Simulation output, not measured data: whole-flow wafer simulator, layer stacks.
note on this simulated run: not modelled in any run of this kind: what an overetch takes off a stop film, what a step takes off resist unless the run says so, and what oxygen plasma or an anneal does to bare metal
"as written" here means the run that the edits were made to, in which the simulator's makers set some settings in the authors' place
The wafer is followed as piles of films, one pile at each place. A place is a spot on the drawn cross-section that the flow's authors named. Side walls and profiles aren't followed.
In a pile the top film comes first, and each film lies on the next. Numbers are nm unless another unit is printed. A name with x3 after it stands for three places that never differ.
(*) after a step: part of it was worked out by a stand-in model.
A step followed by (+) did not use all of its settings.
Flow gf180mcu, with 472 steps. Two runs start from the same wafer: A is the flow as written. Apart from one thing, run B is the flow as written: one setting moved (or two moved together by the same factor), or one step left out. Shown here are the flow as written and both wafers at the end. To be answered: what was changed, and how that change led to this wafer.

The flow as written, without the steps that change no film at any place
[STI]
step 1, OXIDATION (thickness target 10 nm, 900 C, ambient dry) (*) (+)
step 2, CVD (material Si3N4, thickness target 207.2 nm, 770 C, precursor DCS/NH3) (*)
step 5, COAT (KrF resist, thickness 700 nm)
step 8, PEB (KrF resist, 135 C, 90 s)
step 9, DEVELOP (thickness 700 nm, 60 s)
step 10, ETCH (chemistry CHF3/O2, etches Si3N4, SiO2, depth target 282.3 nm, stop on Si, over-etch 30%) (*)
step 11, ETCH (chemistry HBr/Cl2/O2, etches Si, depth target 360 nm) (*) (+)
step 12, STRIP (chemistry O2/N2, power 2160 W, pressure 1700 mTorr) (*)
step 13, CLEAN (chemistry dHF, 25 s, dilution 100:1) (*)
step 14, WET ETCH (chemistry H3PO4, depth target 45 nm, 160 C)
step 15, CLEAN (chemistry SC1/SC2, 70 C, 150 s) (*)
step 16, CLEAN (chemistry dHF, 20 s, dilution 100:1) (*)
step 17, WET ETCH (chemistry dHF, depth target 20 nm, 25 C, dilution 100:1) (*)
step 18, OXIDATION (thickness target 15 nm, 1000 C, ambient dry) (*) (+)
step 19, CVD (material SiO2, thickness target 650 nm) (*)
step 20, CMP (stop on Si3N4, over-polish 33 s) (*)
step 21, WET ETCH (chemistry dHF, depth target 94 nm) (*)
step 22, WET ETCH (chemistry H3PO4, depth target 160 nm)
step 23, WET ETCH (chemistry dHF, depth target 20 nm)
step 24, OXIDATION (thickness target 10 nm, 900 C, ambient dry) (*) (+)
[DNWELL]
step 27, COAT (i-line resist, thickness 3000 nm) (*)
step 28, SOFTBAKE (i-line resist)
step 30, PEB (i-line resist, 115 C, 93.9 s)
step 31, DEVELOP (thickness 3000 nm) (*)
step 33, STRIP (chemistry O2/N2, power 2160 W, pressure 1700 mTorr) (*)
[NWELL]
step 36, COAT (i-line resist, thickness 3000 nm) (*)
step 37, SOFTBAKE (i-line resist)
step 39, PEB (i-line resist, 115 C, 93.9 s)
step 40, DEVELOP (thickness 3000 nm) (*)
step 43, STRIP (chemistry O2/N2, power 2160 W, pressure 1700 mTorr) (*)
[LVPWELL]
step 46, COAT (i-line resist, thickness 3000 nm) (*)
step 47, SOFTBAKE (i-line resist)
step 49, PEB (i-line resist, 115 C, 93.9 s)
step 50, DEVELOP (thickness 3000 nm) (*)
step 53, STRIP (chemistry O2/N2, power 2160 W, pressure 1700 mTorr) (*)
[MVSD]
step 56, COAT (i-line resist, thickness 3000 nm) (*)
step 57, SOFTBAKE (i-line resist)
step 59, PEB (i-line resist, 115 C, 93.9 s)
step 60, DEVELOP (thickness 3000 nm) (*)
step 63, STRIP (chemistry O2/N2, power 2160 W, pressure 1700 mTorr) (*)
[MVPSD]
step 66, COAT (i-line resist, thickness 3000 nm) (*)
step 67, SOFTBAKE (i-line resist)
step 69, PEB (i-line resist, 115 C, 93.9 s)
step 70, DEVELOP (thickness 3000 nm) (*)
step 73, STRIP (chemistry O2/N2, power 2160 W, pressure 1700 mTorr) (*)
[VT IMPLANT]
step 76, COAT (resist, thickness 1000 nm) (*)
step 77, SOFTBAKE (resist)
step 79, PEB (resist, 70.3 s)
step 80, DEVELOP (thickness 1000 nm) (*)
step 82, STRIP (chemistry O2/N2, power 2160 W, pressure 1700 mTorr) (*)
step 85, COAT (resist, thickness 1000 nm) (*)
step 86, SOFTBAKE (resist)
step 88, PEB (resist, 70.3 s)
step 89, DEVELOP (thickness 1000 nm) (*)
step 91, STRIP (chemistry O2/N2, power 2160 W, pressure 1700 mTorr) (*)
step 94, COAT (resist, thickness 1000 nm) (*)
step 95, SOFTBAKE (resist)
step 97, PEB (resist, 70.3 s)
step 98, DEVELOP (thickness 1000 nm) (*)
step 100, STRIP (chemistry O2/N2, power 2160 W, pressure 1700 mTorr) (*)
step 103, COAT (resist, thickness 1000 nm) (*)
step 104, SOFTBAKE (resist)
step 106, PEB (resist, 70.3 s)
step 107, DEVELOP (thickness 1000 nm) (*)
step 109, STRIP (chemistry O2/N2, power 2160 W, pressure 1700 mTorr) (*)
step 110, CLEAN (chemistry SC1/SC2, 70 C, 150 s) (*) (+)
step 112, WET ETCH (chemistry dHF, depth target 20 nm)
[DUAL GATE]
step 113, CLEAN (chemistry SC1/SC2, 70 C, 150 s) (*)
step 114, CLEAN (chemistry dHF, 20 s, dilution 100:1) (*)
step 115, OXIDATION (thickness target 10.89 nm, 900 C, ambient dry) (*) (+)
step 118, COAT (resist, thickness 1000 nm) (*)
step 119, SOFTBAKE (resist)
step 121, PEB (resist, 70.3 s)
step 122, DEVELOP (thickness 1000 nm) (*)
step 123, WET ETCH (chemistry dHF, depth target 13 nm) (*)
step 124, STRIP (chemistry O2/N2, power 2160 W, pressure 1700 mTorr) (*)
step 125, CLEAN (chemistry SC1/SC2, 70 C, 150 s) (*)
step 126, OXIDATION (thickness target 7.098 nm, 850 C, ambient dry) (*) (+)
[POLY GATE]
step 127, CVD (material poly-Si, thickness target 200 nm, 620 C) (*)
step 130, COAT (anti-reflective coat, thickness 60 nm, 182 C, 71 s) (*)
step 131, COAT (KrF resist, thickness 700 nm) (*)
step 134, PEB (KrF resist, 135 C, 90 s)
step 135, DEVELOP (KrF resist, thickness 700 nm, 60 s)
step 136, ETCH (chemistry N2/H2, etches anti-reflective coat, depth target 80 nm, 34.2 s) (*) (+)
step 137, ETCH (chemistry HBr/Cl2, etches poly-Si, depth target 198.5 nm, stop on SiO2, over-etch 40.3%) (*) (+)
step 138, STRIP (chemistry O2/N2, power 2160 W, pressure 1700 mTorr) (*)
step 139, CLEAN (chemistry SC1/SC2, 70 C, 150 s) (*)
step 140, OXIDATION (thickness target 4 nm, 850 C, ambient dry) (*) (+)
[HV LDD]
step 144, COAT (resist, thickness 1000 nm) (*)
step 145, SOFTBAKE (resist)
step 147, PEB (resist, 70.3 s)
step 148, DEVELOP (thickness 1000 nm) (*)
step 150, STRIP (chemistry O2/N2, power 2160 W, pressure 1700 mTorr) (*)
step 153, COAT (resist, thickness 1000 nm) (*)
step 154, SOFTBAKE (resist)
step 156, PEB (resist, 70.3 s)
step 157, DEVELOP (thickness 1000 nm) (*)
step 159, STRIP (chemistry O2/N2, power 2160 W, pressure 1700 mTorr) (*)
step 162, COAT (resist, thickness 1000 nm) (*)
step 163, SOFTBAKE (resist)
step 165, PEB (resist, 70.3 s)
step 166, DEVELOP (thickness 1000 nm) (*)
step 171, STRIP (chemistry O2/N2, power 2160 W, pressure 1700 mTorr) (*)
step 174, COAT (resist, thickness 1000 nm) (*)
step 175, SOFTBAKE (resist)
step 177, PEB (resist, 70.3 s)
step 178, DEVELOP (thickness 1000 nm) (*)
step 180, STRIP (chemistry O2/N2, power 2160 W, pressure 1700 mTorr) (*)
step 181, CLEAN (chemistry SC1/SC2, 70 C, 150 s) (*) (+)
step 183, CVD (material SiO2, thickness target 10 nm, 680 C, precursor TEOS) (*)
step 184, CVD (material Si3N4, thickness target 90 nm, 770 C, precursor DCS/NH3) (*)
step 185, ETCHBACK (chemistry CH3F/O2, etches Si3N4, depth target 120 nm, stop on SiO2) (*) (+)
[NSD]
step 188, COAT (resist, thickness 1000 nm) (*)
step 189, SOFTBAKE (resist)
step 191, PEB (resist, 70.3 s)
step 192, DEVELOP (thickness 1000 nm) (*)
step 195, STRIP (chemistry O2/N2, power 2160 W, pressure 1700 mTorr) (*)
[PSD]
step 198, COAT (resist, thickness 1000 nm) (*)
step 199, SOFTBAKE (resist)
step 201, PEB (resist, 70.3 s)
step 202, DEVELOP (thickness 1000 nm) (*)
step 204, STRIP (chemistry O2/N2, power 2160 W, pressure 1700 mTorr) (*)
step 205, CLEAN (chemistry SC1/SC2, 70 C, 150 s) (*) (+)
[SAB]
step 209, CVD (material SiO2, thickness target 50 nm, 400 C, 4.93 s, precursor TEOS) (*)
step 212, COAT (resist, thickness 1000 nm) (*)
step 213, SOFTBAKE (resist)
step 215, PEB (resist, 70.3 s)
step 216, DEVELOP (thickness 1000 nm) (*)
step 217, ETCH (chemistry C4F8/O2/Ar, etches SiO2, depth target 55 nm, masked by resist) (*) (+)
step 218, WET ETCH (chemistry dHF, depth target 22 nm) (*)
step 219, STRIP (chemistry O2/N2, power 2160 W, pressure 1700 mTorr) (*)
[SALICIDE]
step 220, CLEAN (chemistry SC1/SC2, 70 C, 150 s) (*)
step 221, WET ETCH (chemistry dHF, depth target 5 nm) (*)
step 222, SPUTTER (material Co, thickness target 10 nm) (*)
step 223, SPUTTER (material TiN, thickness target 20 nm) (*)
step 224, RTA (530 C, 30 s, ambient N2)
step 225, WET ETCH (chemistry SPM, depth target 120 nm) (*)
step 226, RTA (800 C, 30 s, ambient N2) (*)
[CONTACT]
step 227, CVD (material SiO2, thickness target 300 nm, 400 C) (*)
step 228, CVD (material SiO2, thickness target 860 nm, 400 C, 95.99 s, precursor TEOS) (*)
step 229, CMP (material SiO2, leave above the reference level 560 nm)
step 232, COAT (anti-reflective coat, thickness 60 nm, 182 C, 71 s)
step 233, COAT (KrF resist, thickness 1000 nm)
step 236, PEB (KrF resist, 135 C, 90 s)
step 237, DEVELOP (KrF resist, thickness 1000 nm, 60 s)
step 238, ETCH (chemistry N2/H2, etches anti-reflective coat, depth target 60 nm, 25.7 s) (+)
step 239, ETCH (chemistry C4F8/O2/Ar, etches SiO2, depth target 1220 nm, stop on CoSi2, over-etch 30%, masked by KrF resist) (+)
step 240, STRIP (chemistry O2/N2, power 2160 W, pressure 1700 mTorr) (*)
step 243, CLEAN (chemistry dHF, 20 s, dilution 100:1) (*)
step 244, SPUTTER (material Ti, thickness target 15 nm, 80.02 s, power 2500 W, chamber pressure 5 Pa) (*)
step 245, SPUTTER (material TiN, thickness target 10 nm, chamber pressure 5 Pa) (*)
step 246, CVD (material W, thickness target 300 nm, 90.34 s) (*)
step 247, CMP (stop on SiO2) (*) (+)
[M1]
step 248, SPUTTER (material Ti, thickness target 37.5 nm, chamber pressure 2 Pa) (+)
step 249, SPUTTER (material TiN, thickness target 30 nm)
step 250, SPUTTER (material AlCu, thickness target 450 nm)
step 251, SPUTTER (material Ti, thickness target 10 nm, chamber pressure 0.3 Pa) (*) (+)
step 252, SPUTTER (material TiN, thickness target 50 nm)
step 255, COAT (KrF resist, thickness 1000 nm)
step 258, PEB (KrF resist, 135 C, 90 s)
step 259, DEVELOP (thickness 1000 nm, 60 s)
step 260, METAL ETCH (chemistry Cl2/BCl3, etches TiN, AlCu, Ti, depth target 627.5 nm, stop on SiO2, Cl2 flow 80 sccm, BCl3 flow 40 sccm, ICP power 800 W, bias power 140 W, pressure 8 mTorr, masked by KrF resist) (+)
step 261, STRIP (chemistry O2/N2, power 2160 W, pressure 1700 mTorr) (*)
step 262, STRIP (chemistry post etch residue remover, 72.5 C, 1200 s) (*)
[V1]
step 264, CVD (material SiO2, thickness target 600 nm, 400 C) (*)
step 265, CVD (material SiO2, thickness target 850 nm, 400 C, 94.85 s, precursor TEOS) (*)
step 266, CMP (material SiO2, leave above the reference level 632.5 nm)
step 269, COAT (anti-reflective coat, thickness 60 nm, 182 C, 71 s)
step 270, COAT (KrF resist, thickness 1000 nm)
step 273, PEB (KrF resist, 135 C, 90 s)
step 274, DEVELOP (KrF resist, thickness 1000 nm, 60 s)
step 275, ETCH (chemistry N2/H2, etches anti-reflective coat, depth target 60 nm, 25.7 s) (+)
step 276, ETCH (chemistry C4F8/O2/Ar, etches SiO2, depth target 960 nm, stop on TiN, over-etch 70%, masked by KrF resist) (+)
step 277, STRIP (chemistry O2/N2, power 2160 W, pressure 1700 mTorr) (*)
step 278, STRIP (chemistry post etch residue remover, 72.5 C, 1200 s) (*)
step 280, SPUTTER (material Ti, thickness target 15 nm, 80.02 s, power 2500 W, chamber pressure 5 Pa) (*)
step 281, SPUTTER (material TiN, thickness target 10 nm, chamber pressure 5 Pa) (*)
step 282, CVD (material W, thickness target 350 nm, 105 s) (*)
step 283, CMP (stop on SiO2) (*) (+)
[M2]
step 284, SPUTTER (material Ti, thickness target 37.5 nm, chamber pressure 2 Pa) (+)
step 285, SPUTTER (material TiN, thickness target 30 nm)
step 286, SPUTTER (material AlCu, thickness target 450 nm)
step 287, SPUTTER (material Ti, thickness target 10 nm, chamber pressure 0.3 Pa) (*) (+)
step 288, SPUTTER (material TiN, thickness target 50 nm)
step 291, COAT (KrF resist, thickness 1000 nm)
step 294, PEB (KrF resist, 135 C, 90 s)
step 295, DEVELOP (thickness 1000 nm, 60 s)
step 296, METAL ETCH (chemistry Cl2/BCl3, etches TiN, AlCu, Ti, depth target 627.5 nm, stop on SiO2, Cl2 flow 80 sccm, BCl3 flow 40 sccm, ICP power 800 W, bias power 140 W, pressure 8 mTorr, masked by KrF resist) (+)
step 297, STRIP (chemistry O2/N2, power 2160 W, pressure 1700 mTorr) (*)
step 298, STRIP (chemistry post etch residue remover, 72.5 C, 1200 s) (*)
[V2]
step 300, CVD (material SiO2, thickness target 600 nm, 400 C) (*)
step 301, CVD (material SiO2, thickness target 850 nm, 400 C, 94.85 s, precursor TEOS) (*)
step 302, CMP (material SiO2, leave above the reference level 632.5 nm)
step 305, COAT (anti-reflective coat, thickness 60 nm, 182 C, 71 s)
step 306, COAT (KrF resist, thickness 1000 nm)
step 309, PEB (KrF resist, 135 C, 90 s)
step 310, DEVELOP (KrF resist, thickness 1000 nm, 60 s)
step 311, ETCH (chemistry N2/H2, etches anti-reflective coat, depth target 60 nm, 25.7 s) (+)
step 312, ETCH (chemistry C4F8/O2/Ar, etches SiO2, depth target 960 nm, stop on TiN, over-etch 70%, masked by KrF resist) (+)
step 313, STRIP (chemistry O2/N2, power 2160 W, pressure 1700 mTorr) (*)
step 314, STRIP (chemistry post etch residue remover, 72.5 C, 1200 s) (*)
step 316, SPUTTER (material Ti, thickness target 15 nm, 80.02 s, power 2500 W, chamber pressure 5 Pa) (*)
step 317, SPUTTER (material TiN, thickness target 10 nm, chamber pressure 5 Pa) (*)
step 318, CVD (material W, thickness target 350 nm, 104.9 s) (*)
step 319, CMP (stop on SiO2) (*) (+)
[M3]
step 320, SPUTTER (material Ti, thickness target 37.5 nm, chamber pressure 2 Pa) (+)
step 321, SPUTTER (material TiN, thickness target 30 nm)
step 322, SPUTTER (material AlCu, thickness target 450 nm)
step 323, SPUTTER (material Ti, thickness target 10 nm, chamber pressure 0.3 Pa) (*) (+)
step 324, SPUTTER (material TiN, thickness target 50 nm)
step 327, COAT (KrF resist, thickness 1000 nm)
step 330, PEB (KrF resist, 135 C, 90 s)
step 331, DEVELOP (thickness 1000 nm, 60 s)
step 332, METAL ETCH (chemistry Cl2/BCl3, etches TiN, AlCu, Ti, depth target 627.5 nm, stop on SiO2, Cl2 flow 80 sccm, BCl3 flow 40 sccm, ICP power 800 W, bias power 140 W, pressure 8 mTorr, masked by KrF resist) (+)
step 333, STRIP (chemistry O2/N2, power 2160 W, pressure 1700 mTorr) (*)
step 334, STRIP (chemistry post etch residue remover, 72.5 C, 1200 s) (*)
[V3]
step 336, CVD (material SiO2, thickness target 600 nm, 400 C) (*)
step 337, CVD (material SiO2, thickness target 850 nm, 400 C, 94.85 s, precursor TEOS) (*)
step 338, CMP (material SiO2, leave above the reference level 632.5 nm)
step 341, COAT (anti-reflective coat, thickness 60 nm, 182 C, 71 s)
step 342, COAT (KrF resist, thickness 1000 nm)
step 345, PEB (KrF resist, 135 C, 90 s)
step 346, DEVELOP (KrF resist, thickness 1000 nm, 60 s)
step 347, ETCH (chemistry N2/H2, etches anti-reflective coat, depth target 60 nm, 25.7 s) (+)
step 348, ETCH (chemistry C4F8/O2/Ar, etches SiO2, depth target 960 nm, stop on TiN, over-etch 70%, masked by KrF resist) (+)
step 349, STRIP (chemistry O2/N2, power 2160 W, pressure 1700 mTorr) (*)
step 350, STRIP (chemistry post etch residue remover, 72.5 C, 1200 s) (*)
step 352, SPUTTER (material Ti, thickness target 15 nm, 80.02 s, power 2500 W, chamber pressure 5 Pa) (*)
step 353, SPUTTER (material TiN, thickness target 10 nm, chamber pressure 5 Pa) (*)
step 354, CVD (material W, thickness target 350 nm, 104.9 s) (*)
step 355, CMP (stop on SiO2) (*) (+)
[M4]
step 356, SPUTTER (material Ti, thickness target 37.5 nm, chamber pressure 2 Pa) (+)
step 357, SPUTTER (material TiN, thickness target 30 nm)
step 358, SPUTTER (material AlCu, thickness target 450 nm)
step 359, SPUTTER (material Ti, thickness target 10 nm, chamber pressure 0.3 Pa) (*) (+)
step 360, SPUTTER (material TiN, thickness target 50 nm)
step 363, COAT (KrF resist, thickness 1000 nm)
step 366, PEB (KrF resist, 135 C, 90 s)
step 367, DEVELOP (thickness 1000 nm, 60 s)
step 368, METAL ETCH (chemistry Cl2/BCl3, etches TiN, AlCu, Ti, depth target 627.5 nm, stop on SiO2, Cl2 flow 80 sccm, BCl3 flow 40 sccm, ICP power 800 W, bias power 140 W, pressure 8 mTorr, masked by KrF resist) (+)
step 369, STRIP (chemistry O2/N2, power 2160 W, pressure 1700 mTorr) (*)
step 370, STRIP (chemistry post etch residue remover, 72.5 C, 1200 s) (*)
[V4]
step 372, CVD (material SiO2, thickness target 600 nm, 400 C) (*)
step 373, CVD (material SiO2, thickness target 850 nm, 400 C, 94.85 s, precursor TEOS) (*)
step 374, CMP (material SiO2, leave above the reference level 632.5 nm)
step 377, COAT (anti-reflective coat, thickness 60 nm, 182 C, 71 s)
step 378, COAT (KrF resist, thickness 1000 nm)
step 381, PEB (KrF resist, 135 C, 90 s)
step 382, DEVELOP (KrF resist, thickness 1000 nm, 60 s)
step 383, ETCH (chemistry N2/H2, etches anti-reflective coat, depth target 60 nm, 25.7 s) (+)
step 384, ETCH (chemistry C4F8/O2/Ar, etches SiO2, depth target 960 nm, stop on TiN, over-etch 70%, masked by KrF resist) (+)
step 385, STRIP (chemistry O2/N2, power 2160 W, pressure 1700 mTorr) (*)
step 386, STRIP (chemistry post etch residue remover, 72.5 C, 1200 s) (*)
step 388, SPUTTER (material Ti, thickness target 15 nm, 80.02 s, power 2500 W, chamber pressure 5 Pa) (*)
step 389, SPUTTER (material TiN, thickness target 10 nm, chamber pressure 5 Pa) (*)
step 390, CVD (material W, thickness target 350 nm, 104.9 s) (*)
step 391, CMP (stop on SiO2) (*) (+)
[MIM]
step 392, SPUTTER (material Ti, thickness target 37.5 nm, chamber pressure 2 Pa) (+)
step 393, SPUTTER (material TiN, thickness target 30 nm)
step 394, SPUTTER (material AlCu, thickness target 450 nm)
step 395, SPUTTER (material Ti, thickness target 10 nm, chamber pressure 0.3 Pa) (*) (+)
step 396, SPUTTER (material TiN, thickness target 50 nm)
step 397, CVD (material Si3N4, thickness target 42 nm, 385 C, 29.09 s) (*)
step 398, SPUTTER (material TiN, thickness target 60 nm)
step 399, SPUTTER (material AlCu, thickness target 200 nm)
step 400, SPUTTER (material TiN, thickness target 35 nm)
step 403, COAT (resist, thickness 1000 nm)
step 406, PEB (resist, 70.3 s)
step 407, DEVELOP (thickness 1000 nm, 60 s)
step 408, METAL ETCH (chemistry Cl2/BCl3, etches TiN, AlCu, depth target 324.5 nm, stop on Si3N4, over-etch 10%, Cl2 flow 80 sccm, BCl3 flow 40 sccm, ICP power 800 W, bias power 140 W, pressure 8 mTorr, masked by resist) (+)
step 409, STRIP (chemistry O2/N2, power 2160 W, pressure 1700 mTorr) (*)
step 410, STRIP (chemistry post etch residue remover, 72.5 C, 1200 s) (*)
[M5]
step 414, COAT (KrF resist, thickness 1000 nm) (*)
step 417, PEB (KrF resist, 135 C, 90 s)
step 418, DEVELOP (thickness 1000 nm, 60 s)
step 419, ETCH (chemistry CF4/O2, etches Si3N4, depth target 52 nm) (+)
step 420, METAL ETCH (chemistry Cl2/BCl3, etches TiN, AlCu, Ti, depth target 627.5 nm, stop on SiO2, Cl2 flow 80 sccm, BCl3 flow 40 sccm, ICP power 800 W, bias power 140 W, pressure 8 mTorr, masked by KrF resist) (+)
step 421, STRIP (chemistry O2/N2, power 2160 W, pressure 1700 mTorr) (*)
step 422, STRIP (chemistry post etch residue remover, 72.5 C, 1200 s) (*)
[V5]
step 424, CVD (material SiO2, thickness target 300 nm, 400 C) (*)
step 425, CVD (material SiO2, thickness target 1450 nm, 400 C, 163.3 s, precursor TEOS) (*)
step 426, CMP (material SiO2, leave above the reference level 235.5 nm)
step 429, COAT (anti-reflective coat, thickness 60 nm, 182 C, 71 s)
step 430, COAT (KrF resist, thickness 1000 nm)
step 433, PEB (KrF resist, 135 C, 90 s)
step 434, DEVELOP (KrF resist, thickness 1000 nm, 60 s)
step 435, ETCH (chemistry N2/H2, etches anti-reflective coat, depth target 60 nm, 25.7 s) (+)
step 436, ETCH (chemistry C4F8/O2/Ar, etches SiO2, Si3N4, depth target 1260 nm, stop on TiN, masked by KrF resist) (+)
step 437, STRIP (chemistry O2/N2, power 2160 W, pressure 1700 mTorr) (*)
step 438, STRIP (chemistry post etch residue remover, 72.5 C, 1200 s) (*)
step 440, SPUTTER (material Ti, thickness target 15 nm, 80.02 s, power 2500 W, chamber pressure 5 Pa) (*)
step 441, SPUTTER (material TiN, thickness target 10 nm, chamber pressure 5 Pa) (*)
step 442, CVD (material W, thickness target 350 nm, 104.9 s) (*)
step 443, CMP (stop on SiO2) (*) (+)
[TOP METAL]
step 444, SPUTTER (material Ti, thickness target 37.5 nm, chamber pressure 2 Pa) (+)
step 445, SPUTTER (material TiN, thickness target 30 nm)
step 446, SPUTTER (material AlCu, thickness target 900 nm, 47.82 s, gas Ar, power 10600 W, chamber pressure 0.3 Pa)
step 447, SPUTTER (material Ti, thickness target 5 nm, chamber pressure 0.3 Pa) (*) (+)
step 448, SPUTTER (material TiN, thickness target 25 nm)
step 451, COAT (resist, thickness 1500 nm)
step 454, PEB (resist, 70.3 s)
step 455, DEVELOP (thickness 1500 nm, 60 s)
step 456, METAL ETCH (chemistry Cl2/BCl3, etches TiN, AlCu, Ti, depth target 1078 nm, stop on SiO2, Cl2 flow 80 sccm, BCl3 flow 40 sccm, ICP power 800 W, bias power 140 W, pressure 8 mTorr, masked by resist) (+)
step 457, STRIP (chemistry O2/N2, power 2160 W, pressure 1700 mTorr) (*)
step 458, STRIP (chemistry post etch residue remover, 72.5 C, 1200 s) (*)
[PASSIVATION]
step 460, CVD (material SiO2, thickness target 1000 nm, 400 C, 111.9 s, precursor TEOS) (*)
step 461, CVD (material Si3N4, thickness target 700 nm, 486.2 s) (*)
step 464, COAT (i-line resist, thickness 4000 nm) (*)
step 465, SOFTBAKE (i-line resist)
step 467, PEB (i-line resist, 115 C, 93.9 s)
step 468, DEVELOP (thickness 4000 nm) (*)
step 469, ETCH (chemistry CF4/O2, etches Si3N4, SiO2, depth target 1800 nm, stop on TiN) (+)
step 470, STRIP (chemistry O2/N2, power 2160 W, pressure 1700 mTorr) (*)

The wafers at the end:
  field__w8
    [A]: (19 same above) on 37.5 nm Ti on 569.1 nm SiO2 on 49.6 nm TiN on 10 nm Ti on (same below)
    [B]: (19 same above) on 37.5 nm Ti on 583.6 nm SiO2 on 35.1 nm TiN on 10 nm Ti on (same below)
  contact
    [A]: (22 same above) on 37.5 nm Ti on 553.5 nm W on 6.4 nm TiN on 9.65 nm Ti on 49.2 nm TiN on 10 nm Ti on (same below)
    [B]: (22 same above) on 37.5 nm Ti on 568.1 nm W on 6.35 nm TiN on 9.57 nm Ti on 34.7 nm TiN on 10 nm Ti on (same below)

What caused this: step 324, SPUTTER: thickness target 35.5 nm was run, whereas the flow has thickness target 50 nm.

The path from the change to this, step by step:
  step 324, SPUTTER (material TiN, thickness target 50 nm)
      field, field__w1, field__w2 and 108 more: A TiN gains 50 (new film) | B TiN gains 35.5 (new film)
  step 332, METAL ETCH (chemistry Cl2/BCl3, etches TiN, AlCu, Ti, depth target 627.5 nm, stop on SiO2, Cl2 flow 80 sccm, BCl3 flow 40 sccm, ICP power 800 W, bias power 140 W, pressure 8 mTorr, masked by KrF resist) (+)
      field, field__w1, field__w2 and 103 more: A TiN loses 50 (all of it), Ti loses 10 (all of it), AlCu loses 450 (all of it), TiN loses 30 (all of it), Ti loses 37.5 (all of it) | B TiN loses 35.5 (all of it), Ti loses 10 (all of it), AlCu loses 450 (all of it), TiN loses 30 (all of it), Ti loses 37.5 (all of it)
  step 348, ETCH (chemistry C4F8/O2/Ar, etches SiO2, depth target 960 nm, stop on TiN, over-etch 70%, masked by KrF resist) (+)
      contact: A SiO2 loses 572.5 (all of it) | B SiO2 loses 587 (all of it)
